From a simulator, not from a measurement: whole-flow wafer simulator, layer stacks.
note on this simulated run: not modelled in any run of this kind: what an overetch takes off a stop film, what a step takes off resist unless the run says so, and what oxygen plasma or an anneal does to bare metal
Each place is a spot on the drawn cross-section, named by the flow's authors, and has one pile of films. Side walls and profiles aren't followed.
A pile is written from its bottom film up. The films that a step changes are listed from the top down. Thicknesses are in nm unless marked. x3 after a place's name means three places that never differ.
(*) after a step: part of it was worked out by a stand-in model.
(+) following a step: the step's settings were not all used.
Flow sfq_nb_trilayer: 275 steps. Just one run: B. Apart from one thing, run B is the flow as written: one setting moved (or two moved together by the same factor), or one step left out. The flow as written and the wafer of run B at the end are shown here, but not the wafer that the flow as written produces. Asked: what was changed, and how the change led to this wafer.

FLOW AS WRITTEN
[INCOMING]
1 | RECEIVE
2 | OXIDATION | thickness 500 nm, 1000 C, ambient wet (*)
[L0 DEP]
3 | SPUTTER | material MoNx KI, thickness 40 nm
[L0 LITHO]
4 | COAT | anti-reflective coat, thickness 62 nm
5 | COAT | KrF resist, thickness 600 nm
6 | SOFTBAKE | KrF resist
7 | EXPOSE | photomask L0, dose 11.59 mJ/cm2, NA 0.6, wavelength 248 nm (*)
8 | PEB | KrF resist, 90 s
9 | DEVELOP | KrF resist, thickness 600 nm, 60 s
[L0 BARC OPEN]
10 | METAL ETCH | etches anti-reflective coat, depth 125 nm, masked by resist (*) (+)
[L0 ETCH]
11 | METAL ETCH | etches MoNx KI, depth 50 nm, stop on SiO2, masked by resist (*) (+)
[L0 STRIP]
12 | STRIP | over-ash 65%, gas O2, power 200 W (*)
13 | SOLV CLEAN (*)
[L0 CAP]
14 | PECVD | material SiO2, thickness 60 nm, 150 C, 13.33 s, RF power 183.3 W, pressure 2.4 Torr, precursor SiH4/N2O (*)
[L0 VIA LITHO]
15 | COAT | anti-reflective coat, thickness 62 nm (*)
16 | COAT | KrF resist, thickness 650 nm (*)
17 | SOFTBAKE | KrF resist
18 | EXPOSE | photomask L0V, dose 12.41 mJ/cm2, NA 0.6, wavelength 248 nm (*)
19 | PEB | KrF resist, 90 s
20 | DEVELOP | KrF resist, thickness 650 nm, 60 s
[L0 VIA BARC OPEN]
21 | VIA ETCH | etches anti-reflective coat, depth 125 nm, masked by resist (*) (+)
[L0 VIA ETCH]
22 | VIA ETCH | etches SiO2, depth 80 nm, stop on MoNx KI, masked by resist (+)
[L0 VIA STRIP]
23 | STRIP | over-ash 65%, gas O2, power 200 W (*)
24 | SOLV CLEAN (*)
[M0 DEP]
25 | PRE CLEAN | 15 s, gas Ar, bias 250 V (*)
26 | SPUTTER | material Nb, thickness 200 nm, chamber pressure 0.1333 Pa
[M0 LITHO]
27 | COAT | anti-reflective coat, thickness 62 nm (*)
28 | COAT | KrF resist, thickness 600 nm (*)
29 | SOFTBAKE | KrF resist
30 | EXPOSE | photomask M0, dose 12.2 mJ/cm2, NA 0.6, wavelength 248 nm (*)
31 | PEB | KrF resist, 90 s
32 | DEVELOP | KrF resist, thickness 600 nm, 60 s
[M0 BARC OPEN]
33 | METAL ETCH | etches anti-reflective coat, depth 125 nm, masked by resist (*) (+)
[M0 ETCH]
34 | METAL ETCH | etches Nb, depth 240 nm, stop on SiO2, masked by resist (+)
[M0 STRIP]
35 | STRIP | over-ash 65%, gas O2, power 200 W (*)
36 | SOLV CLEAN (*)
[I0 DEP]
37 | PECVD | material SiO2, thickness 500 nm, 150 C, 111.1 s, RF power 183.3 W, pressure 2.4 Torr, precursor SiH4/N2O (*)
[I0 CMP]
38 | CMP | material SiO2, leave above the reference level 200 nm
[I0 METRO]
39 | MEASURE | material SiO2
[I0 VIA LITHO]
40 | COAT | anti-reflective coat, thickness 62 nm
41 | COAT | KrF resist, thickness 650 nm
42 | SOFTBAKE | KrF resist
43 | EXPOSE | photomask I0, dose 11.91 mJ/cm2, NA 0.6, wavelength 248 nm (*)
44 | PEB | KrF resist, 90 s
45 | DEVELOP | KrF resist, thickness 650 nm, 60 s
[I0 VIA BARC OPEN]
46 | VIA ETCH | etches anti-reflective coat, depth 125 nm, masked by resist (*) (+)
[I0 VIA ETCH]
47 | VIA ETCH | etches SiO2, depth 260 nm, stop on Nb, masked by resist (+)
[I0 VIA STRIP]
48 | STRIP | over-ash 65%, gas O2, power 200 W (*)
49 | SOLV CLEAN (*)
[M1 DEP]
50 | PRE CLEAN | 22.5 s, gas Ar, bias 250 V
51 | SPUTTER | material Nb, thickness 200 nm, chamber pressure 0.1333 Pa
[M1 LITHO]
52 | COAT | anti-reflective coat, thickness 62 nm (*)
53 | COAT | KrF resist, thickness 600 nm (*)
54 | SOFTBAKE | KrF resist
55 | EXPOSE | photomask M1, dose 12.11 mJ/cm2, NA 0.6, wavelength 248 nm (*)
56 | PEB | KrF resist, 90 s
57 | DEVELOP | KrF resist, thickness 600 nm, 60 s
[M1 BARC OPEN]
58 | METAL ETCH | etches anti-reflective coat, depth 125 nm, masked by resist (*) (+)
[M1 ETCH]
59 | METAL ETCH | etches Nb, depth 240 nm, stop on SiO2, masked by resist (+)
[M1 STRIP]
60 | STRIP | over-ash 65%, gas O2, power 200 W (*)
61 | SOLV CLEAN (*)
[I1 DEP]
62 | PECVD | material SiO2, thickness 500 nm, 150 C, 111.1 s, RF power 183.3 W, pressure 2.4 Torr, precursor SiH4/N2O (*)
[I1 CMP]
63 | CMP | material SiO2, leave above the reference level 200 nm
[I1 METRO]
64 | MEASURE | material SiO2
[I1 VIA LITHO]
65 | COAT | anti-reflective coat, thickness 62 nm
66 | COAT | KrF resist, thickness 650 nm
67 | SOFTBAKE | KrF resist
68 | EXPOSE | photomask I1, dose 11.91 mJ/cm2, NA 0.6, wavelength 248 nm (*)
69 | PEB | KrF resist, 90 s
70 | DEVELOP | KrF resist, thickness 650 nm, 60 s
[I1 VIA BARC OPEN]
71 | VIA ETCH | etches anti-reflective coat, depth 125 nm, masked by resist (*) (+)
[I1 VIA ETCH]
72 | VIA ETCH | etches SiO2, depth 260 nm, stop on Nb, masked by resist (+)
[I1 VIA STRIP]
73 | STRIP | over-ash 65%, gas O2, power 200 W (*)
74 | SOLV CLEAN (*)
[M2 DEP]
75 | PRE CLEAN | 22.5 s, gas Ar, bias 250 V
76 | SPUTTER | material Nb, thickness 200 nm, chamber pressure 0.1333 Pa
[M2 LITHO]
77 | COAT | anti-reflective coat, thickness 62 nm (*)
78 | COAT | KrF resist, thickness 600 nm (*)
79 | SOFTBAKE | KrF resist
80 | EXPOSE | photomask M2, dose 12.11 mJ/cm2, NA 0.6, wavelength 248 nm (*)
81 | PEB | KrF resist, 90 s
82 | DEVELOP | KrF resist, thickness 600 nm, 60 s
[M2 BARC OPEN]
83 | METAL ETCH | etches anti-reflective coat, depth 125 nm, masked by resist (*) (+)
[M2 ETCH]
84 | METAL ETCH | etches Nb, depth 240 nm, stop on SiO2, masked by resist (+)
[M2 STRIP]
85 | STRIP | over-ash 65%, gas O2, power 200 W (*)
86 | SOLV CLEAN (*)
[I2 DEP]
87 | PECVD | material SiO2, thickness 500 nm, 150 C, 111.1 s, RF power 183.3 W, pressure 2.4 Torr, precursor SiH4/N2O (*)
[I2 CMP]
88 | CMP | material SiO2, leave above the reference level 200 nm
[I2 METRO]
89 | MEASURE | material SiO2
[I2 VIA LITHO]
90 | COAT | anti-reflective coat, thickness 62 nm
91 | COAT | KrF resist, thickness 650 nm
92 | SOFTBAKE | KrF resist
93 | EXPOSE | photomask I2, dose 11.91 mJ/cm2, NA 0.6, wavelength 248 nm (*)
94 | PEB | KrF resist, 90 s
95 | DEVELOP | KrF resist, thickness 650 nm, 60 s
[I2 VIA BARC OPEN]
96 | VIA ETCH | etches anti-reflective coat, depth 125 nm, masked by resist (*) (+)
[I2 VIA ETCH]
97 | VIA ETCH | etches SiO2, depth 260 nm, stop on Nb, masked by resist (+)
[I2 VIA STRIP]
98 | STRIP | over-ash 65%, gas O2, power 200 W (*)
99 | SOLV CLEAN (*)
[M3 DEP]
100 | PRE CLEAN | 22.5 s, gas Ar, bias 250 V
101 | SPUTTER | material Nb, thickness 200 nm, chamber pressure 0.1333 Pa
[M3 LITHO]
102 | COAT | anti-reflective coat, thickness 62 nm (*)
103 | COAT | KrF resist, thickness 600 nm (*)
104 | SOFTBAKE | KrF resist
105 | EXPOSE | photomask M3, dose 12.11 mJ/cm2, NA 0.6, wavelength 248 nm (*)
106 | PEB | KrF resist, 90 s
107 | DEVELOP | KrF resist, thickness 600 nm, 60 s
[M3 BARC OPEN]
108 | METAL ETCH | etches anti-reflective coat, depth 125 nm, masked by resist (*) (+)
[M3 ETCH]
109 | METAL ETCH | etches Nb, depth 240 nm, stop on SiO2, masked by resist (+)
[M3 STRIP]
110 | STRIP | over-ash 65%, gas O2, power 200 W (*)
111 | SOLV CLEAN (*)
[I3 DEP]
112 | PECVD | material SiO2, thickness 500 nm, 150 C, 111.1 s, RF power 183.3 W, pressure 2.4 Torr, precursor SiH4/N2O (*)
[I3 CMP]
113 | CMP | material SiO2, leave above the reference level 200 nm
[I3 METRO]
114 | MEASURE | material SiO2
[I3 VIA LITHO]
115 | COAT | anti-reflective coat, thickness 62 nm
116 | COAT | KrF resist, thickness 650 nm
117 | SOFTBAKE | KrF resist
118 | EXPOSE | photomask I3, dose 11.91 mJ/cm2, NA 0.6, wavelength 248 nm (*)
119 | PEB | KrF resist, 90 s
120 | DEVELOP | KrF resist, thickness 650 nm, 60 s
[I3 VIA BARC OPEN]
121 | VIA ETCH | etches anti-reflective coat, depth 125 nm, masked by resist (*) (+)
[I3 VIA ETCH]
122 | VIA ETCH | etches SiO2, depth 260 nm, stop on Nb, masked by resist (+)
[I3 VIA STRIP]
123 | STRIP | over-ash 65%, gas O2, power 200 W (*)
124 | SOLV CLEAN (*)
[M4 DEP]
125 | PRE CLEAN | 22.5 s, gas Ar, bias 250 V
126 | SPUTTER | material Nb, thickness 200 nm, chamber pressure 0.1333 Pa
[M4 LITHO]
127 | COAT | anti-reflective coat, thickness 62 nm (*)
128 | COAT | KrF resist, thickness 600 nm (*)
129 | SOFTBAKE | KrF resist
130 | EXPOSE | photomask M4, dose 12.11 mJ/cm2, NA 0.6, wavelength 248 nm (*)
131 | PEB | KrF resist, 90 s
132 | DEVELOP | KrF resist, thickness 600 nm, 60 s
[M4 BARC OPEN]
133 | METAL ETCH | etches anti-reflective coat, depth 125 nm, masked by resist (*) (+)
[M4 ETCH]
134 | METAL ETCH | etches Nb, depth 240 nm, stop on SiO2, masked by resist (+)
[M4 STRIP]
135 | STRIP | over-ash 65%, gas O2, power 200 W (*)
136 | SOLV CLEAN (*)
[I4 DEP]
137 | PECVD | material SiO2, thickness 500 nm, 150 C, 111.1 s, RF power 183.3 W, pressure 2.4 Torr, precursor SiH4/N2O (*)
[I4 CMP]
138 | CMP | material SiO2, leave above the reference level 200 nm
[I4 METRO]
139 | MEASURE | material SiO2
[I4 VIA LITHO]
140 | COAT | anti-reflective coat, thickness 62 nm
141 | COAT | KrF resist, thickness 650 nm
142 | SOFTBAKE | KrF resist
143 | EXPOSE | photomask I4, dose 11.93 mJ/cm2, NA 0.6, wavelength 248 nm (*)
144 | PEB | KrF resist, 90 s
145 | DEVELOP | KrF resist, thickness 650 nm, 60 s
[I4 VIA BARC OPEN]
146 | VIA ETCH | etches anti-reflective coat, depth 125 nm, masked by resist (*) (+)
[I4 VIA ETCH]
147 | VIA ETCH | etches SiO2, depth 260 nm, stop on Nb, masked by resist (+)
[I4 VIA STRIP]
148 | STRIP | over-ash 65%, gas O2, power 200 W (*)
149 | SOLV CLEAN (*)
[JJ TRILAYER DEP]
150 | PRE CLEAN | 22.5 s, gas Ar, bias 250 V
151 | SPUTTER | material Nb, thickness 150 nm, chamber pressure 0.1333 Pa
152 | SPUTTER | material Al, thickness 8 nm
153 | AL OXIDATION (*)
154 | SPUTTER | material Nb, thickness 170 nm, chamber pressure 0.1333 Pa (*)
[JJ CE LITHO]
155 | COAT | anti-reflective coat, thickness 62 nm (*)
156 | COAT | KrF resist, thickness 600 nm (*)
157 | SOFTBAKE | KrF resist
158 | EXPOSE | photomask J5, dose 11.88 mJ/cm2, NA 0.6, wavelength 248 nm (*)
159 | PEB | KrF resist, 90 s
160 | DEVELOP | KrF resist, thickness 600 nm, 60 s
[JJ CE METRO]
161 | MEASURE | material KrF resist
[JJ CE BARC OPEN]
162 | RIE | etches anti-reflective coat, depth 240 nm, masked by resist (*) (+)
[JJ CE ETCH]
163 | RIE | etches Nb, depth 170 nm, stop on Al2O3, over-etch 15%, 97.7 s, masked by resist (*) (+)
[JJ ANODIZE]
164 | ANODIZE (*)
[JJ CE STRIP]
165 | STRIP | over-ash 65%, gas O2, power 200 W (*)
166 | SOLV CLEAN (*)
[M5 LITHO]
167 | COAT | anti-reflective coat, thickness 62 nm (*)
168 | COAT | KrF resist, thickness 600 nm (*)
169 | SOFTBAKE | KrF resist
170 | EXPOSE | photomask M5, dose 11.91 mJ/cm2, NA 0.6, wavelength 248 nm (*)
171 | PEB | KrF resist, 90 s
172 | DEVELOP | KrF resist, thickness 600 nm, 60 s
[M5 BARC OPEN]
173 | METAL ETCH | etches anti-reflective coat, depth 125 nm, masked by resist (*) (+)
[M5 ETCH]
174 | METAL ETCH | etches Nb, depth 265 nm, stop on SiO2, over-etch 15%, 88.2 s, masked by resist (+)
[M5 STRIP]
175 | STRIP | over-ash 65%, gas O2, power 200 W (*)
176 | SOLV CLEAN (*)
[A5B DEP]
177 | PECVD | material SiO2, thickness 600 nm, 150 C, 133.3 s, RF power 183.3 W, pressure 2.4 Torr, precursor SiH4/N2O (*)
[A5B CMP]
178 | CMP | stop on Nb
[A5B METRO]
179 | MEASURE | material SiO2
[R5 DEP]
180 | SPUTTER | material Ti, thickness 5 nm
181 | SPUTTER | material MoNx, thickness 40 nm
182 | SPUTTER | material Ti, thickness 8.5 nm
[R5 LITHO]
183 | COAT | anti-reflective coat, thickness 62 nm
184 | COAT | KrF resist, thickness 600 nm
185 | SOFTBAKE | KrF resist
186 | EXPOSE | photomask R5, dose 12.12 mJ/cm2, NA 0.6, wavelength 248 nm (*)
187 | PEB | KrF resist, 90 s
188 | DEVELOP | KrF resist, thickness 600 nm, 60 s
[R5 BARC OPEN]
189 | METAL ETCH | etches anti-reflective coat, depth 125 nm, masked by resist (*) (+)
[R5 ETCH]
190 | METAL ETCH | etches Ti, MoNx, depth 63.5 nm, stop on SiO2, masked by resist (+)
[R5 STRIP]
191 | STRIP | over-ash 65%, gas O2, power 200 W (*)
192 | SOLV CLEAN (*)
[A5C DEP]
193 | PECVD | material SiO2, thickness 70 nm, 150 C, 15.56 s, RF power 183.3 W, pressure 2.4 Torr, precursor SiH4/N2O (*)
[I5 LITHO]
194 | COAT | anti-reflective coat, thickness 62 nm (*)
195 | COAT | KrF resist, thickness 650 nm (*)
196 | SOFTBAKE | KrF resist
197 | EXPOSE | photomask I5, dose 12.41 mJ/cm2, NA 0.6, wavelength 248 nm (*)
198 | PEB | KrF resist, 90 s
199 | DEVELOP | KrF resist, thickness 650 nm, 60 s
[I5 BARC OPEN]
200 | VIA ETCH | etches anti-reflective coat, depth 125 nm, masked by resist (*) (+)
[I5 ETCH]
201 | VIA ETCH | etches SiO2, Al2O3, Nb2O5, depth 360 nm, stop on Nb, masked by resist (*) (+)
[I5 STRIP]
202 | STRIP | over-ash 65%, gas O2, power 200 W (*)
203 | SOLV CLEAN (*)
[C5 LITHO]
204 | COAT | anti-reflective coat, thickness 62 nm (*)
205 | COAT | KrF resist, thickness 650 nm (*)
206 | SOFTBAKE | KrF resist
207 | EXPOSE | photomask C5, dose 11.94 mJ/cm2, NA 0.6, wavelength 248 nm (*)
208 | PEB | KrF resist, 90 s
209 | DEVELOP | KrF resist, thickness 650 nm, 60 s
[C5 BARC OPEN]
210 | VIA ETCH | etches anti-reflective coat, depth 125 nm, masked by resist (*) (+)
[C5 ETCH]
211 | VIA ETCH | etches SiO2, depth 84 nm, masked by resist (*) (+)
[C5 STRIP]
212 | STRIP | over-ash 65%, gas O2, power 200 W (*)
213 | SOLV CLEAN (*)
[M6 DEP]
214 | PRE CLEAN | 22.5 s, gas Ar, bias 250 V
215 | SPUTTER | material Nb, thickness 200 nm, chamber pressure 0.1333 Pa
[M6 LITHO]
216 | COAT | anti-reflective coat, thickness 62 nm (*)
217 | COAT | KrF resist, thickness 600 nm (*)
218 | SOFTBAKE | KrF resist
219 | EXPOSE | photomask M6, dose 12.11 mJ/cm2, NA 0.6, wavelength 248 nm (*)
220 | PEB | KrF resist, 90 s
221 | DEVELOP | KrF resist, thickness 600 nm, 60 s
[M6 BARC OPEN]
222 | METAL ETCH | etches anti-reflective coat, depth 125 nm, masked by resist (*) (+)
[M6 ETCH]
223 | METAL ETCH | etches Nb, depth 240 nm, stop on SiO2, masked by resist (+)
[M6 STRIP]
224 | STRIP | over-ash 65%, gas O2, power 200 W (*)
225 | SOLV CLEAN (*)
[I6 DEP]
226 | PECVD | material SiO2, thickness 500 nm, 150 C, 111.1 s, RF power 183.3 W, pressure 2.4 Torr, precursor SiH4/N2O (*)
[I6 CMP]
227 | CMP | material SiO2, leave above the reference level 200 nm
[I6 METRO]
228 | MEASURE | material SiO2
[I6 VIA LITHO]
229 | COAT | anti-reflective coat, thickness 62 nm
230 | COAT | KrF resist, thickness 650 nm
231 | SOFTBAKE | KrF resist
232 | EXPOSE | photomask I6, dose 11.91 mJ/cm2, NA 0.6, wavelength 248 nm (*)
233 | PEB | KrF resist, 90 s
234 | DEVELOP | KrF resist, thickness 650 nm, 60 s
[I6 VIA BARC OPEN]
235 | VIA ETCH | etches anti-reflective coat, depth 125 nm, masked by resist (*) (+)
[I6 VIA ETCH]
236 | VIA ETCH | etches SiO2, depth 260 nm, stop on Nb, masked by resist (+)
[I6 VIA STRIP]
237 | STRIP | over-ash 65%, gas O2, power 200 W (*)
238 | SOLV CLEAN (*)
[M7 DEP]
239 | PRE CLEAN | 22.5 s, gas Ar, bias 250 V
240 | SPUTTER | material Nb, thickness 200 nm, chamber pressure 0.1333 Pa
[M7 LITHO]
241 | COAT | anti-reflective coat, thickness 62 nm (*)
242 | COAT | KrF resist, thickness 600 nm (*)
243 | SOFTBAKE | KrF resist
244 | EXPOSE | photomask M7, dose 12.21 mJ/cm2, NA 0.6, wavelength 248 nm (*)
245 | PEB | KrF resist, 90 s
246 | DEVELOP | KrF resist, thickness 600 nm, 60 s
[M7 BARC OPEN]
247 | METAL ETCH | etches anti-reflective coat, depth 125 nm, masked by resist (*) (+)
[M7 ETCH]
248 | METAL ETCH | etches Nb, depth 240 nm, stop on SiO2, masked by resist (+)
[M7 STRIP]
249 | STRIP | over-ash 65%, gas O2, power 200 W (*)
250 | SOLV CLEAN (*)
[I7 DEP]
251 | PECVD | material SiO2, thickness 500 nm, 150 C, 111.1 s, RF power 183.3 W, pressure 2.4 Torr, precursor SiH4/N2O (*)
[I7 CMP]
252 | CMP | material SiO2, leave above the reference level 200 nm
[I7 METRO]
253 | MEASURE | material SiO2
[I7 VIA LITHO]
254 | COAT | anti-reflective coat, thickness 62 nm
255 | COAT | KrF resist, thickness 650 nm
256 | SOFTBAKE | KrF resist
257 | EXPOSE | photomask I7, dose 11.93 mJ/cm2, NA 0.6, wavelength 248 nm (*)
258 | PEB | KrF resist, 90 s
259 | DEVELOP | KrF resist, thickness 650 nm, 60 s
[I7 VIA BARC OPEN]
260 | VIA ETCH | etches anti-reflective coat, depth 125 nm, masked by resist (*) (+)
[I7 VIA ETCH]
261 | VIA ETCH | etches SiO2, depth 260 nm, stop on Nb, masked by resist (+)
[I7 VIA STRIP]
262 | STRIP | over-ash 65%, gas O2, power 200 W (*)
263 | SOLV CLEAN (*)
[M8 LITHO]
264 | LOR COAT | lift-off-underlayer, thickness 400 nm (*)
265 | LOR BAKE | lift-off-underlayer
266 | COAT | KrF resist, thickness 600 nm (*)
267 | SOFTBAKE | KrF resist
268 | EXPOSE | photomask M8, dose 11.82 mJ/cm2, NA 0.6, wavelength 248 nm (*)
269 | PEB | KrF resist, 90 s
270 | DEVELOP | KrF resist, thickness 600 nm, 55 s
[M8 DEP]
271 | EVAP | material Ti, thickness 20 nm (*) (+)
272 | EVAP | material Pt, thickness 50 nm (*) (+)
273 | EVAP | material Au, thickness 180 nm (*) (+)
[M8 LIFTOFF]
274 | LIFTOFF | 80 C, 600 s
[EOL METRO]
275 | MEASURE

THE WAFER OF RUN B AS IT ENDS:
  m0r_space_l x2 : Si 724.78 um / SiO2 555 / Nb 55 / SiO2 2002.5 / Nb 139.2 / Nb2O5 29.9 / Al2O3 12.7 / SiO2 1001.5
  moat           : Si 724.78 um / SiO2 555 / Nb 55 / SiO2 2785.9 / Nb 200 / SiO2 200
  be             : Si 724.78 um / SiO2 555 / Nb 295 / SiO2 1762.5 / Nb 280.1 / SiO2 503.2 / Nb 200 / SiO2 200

Cause: step 26, SPUTTER: thickness 295 nm was run, while the flow as written has thickness 200 nm.
The wafer lets one read it off: be has Nb 295, and step 26 as written asks for 200 nm.

The path from the change to this, step by step:
  26 | SPUTTER | material Nb, thickness 200 nm, chamber pressure 0.1333 Pa
      field_l, v_sur, via_wl and 102 more: Nb gains 295 (new film) (in the flow as written it would be: Nb gains 200 (new film))
      l0v: Nb gains 291 (new film) (in the flow as written it would be: Nb gains 195.7 (new film))
  34 | METAL ETCH | etches Nb, depth 240 nm, stop on SiO2, masked by resist (+)
      moat, m0r_space_l x2: Nb loses 240 (in the flow as written it would be: Nb loses 200 (all of it))
  37 | PECVD | material SiO2, thickness 500 nm, 150 C, 111.1 s, RF power 183.3 W, pressure 2.4 Torr, precursor SiH4/N2O (*)
      moat, m0r_space_l x2: SiO2 gains 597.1 (new film) (in the flow as written it would be: SiO2 gains 557.1)
Taking metal films that touch as one body, m0r_space_l x2 has 2 bodies (between them, from the top down: SiO2 2002.5); the flow as written gives 1 body.
Taking metal films that touch as one body, moat has 2 bodies (between them, from the top down: SiO2 2785.9); the flow as written gives 1 body.
